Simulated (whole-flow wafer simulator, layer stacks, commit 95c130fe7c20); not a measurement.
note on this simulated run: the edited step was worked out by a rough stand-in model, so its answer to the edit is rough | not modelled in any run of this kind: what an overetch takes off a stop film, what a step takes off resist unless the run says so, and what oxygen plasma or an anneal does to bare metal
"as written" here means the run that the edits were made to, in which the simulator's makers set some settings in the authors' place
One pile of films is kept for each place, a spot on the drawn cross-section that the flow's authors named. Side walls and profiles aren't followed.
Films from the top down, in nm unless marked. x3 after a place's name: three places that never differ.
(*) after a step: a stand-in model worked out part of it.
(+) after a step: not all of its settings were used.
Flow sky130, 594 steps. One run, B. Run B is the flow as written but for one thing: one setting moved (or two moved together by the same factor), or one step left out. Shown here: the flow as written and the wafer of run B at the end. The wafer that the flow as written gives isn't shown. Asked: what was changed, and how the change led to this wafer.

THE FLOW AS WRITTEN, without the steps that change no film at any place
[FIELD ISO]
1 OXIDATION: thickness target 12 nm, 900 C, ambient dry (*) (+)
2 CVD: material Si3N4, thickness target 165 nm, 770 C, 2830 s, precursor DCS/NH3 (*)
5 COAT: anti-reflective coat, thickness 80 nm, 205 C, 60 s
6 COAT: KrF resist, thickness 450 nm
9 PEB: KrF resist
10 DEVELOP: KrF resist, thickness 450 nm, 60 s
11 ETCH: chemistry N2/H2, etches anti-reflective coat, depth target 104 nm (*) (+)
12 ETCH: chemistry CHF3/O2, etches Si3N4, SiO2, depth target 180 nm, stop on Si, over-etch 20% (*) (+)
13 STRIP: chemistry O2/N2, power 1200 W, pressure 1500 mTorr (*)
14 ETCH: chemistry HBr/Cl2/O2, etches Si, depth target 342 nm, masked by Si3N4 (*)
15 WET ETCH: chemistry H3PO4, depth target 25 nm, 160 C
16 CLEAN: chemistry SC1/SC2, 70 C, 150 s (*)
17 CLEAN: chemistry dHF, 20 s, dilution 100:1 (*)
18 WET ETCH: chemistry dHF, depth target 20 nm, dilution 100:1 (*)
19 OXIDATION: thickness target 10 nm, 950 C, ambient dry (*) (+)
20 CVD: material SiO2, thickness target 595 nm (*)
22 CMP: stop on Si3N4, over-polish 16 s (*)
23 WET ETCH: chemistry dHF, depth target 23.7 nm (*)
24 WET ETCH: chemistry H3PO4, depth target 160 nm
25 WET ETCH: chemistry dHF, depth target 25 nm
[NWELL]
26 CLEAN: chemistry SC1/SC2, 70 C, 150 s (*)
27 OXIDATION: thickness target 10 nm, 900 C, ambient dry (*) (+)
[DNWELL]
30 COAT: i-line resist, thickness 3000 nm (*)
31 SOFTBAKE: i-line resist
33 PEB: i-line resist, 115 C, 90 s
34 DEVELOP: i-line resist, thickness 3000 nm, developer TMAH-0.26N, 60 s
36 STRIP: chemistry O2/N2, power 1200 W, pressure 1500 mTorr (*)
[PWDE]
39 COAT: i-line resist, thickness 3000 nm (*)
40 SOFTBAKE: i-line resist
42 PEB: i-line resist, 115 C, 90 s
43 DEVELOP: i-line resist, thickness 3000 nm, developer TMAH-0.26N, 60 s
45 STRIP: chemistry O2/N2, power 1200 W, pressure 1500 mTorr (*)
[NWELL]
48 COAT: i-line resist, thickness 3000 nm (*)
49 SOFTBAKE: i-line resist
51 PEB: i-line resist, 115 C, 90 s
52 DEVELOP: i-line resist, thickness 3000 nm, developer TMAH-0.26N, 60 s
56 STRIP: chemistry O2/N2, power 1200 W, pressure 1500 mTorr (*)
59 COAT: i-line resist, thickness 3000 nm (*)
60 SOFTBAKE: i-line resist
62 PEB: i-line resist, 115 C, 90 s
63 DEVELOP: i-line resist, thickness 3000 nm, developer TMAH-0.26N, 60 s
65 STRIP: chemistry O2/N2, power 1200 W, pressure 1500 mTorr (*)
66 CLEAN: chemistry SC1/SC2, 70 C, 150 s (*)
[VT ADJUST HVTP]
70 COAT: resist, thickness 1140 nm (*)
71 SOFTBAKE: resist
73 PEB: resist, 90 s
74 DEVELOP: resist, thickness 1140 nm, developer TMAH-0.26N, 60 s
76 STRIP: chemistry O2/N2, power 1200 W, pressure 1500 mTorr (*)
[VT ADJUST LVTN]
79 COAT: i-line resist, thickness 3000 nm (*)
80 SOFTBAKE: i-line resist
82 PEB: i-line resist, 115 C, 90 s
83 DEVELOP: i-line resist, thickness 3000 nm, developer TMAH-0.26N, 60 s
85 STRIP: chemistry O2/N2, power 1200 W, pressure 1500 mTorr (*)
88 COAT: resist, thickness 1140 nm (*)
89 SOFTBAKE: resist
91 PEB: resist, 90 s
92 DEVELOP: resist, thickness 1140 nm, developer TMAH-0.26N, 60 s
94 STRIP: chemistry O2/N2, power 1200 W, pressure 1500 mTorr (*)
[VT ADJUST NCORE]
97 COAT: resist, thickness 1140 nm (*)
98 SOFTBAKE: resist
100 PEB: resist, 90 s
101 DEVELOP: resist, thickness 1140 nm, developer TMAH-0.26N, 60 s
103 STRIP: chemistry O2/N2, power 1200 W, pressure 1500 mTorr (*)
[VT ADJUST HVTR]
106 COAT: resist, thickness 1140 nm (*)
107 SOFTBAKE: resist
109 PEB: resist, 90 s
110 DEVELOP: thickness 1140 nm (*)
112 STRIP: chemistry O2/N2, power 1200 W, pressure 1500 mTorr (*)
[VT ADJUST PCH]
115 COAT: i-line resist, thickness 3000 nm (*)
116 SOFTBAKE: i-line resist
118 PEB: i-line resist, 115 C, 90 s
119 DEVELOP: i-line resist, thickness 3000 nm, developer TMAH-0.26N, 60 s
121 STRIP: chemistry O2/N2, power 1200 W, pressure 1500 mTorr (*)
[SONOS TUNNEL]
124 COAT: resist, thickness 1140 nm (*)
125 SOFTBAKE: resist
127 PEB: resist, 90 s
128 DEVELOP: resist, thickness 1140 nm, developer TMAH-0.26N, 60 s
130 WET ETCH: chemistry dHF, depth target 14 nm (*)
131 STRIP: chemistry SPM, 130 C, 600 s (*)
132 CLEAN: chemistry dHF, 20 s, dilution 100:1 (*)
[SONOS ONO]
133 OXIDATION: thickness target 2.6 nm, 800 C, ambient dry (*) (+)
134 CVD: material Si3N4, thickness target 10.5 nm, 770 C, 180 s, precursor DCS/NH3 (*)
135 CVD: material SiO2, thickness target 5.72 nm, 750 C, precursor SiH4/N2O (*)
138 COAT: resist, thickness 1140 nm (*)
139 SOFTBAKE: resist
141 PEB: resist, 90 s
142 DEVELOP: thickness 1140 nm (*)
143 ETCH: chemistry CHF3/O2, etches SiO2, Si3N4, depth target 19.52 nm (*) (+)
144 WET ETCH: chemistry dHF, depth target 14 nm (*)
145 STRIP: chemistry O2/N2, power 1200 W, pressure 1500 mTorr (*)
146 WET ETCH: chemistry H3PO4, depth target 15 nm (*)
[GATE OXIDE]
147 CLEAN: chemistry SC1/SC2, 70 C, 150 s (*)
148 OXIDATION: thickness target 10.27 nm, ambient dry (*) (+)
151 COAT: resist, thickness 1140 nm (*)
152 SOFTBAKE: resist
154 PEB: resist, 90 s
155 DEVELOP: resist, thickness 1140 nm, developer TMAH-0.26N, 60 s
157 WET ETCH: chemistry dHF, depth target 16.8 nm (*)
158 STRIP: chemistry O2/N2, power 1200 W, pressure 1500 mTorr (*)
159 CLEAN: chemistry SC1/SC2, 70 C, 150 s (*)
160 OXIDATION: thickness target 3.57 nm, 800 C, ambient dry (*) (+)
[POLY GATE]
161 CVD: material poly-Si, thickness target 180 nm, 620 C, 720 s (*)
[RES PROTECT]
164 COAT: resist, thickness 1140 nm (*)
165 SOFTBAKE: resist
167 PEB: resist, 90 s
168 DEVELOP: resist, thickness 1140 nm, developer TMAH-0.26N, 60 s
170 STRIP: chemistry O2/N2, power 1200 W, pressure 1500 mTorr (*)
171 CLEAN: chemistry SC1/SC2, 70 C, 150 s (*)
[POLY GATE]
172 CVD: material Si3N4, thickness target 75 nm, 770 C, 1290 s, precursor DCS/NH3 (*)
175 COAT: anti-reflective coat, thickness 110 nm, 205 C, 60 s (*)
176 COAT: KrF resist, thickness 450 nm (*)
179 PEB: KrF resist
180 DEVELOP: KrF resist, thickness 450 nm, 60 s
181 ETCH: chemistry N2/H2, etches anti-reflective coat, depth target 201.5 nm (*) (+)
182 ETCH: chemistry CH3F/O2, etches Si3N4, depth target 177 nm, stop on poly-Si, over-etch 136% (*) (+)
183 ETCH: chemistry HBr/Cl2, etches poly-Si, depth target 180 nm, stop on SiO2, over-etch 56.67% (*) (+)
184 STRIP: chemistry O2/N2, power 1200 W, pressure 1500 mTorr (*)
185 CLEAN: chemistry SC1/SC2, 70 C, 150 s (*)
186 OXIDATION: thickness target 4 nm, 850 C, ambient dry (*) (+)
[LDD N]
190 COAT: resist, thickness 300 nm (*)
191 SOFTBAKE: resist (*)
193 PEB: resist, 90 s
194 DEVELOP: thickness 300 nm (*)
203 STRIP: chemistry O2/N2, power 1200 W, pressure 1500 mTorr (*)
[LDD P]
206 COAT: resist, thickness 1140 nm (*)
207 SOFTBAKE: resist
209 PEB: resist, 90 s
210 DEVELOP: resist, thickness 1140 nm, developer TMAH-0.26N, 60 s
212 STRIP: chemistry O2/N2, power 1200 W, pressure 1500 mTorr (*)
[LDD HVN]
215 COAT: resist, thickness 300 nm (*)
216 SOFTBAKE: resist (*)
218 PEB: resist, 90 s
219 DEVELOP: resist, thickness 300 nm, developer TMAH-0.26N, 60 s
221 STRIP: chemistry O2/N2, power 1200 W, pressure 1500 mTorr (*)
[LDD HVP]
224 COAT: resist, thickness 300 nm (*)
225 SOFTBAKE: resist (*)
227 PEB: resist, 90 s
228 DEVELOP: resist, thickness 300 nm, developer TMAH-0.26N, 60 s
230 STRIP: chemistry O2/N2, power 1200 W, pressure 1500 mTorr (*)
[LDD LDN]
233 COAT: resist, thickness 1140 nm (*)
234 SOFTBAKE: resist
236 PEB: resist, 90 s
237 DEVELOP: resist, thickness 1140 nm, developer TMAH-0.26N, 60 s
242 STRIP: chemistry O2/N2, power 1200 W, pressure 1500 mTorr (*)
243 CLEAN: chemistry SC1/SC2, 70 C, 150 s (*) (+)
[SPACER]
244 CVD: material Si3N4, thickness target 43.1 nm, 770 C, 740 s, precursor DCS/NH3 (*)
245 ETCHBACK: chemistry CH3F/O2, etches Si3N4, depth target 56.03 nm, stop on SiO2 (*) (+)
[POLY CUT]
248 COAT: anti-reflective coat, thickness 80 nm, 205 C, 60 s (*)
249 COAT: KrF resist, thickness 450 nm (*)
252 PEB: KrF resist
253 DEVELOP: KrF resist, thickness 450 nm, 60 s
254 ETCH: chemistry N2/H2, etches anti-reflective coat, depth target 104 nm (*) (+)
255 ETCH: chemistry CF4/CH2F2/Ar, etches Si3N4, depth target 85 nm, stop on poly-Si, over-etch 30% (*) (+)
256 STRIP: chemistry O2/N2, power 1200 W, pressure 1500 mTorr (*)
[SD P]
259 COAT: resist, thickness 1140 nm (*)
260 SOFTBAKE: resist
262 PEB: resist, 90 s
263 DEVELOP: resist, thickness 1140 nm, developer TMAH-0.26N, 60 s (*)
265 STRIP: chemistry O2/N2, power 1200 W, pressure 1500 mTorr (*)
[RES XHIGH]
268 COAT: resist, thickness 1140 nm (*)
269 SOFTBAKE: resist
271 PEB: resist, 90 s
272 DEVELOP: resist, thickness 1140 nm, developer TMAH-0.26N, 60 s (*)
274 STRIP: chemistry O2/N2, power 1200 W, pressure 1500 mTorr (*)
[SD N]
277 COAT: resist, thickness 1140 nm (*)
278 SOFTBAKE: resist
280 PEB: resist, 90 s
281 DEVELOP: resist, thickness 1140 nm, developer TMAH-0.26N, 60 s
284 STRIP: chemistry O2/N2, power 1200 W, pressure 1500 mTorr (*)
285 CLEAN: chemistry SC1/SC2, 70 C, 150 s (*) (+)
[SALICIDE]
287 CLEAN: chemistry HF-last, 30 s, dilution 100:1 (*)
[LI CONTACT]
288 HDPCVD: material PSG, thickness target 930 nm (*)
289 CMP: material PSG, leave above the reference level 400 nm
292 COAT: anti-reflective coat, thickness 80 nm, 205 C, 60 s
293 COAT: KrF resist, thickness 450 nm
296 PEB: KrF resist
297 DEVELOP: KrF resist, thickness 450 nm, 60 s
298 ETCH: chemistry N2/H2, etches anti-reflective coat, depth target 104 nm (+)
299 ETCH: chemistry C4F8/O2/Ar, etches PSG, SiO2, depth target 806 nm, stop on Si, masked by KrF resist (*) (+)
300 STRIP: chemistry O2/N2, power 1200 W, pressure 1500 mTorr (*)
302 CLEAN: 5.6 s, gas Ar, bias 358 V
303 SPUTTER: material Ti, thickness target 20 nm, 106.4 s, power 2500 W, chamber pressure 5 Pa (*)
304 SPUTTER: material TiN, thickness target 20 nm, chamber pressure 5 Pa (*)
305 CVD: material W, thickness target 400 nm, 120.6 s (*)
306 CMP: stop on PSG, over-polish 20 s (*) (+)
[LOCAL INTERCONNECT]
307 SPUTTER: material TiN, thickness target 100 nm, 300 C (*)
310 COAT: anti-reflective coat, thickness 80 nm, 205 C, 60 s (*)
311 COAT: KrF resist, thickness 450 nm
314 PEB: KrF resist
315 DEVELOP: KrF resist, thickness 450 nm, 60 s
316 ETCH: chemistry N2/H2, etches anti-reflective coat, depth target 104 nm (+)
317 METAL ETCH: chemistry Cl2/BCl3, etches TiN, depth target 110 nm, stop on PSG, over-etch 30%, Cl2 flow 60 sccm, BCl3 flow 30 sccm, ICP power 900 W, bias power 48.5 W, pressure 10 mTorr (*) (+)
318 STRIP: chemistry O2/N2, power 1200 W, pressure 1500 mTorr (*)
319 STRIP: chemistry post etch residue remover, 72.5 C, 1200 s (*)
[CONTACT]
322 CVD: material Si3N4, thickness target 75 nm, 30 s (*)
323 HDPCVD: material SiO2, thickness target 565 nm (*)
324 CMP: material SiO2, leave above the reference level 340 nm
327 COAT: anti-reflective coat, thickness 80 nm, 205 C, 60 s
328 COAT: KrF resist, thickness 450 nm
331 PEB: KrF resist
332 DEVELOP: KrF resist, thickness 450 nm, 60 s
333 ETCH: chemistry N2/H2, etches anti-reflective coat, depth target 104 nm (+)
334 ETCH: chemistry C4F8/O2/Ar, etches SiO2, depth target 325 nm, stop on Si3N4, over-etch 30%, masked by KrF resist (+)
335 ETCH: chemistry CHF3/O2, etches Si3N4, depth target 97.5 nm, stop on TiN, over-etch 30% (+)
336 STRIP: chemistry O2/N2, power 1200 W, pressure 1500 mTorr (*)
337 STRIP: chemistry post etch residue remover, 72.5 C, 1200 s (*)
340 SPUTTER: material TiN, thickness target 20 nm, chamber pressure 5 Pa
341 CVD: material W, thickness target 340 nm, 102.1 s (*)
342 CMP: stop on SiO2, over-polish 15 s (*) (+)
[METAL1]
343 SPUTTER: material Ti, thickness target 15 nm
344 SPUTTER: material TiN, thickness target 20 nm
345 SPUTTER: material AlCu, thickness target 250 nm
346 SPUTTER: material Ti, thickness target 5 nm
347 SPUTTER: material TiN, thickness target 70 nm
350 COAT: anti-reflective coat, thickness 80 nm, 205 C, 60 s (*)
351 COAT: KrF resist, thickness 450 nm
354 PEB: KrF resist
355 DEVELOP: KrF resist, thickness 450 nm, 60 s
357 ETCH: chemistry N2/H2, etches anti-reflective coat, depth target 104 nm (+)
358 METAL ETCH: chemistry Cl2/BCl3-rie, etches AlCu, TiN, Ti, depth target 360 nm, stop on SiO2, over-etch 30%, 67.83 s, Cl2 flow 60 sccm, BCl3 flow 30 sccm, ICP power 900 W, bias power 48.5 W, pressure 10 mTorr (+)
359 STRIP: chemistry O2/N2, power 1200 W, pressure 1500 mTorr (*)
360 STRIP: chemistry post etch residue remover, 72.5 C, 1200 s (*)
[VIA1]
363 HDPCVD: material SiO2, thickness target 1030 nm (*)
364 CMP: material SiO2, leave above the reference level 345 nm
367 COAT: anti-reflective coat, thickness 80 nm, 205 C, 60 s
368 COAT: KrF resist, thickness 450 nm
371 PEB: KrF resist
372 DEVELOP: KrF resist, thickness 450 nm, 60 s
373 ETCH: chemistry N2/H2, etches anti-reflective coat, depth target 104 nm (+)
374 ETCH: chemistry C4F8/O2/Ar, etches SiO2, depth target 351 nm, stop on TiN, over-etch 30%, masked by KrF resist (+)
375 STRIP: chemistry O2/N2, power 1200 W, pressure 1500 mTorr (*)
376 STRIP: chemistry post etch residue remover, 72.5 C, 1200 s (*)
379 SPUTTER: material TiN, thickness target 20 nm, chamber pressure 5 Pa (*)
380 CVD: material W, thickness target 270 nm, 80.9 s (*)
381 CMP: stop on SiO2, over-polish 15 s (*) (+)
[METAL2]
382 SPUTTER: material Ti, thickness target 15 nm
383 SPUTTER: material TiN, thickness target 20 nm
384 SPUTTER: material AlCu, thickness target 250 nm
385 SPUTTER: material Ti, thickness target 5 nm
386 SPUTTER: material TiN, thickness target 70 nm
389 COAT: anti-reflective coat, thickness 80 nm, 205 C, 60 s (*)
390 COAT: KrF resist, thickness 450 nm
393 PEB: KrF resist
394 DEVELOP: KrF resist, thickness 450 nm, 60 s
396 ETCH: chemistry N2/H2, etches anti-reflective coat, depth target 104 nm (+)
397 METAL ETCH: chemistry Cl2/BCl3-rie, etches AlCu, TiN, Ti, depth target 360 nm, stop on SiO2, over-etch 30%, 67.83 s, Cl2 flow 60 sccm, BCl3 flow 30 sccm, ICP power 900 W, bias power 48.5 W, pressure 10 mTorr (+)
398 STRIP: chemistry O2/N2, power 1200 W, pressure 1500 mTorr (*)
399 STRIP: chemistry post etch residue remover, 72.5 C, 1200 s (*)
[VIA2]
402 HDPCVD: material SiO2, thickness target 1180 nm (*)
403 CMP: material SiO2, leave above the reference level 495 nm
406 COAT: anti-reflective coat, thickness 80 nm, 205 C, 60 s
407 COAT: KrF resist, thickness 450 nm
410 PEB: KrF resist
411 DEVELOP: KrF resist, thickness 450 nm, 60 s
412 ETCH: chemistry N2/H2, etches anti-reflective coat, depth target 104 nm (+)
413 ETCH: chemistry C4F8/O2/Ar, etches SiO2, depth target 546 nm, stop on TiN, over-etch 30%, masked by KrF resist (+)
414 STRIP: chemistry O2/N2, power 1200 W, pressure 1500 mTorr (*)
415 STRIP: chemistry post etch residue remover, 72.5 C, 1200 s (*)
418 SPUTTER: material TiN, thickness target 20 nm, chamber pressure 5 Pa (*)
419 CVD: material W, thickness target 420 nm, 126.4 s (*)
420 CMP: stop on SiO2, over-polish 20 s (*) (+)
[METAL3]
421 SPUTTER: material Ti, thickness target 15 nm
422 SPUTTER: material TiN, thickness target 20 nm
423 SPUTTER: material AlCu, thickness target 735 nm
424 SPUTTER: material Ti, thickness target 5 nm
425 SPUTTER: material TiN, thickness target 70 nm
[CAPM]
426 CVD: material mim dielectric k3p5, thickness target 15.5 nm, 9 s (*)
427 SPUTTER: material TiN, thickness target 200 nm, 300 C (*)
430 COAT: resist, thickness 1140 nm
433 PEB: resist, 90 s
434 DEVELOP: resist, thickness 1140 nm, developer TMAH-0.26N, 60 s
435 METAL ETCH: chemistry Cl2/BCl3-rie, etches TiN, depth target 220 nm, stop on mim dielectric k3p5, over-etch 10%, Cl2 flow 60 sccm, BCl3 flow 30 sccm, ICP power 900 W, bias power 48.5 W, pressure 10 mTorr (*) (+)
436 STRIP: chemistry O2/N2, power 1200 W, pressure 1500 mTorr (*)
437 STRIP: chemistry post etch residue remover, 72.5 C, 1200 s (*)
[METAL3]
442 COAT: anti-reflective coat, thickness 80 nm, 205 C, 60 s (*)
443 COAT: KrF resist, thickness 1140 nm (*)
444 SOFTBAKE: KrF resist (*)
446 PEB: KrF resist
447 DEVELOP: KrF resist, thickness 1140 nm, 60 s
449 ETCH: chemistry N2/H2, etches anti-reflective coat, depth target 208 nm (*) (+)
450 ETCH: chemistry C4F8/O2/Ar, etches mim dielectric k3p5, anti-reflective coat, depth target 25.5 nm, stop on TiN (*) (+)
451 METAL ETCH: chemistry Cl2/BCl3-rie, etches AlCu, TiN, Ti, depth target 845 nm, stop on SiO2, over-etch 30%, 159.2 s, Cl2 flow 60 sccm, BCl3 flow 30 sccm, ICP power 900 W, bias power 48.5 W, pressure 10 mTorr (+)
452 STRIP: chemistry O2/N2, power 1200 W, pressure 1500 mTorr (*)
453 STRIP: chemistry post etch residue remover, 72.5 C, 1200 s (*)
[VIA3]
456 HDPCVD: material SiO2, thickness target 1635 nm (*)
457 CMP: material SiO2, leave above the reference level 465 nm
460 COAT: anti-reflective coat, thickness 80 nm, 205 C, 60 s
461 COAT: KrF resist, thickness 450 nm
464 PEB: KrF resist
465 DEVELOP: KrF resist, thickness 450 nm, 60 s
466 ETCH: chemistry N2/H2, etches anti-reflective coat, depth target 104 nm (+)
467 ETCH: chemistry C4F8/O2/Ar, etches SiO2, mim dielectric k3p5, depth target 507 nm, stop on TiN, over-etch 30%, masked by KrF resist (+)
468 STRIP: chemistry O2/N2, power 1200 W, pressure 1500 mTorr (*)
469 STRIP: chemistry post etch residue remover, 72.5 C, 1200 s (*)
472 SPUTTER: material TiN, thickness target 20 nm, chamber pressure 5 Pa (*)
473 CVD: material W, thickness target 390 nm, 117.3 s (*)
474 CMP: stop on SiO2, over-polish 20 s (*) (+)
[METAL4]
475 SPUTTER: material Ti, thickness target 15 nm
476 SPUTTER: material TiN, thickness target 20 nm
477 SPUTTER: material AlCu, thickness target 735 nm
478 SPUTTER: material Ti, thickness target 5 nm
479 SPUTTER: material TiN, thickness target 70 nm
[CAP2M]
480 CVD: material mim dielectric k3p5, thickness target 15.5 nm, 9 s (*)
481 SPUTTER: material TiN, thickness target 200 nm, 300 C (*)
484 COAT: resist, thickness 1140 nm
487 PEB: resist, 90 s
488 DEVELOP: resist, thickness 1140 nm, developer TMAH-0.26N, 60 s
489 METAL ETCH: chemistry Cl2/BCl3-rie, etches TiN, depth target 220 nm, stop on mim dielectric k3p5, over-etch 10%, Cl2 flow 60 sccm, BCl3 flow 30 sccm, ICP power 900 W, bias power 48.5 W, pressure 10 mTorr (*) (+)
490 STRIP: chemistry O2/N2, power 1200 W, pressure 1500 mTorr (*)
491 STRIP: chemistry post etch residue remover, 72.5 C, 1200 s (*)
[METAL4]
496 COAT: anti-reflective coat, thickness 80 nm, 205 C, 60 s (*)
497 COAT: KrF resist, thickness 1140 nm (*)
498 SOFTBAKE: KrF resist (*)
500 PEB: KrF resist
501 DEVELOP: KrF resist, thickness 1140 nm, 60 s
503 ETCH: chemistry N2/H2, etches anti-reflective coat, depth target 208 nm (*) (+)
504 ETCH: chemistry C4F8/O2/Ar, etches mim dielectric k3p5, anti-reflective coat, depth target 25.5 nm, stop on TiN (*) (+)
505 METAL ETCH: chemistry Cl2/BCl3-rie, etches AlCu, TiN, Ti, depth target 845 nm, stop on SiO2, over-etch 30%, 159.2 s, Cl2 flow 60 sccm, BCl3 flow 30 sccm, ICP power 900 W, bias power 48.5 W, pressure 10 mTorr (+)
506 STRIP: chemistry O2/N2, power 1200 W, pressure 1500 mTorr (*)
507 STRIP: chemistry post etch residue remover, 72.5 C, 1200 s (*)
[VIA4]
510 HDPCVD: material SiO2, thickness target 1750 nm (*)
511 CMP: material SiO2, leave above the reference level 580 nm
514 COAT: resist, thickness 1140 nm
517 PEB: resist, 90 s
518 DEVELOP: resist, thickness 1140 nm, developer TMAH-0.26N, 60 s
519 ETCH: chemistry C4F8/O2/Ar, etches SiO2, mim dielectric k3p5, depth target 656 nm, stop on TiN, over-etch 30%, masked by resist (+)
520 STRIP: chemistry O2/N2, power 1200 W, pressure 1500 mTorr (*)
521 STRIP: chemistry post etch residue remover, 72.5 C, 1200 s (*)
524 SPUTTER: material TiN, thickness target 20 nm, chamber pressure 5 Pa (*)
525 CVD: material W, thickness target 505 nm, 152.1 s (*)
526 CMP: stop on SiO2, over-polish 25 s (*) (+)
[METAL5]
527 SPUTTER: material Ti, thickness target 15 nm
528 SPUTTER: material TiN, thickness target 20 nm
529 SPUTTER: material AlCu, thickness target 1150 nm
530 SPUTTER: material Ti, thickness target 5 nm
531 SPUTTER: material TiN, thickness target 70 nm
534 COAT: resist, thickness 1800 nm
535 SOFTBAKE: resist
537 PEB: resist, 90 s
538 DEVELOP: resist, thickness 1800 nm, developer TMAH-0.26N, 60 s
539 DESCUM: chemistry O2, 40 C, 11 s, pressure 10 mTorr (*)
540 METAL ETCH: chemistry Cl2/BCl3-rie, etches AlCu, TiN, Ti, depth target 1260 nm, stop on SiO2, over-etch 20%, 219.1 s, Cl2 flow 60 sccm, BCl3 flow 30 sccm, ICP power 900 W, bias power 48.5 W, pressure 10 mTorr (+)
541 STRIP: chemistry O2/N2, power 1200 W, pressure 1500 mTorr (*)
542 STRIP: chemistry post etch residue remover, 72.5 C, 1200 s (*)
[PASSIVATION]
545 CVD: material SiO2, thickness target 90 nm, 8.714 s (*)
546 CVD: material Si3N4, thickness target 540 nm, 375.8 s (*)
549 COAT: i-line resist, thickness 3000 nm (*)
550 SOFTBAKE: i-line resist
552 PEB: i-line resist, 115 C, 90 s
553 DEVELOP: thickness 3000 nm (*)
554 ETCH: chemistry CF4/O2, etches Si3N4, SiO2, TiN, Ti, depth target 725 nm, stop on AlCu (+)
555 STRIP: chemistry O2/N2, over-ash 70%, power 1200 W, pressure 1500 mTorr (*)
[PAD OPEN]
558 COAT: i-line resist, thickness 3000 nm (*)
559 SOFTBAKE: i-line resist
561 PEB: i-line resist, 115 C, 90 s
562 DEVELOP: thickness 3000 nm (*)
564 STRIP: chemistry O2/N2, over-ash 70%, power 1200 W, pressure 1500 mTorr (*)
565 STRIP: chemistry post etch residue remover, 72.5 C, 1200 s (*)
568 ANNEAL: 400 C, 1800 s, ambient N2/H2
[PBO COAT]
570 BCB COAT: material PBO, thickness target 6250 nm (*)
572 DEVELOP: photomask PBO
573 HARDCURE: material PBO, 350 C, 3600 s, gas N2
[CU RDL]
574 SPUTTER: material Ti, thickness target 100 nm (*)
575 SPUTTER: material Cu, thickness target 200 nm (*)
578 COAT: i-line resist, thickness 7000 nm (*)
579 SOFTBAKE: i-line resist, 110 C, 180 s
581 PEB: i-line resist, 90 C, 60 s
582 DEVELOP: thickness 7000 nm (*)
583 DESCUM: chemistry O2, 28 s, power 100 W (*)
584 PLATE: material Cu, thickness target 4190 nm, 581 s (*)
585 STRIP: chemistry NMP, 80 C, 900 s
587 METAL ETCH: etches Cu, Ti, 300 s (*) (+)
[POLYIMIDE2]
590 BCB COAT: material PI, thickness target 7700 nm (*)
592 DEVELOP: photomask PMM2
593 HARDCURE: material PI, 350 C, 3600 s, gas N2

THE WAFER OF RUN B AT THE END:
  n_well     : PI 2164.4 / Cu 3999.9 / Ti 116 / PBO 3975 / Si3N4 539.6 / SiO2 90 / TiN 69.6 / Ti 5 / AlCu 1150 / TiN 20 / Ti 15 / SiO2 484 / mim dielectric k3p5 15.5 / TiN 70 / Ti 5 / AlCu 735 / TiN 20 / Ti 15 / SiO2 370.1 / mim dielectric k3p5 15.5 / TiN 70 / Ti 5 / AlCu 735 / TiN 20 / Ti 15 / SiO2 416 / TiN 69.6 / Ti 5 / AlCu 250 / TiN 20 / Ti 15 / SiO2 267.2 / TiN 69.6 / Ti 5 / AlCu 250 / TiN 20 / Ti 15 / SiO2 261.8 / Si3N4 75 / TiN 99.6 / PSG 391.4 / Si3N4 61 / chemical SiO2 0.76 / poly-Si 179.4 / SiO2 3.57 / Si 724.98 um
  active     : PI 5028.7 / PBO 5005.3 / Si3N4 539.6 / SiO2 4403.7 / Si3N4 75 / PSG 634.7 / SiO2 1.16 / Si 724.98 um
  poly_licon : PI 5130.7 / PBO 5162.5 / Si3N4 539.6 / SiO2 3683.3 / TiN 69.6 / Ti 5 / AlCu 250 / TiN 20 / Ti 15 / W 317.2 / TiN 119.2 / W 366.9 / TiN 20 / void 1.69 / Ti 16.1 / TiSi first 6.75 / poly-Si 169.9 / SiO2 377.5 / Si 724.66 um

The cause: step 574, SPUTTER: thickness target 116 nm was run, where the flow has thickness target 100 nm.
It can be read off the wafer: n_well has Ti 116, and step 574 as written asks for 100 nm.

How the change led to this, step by step:
  574 SPUTTER: material Ti, thickness target 100 nm (*)
      field, active, n_well and 190 more: Ti +116 (new film) (as written it would be: Ti +100 (new film))
  587 METAL ETCH: etches Cu, Ti, 300 s (*) (+)
      field, active, gate and 167 more: Cu -200 (all of it), Ti -116 (all of it) (as written it would be: Cu -200 (all of it), Ti -100 (all of it))
  590 BCB COAT: material PI, thickness target 7700 nm (*)
      de16_gate_nw: PI +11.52 um (new film) (as written it would be: PI +11.5 um (new film))
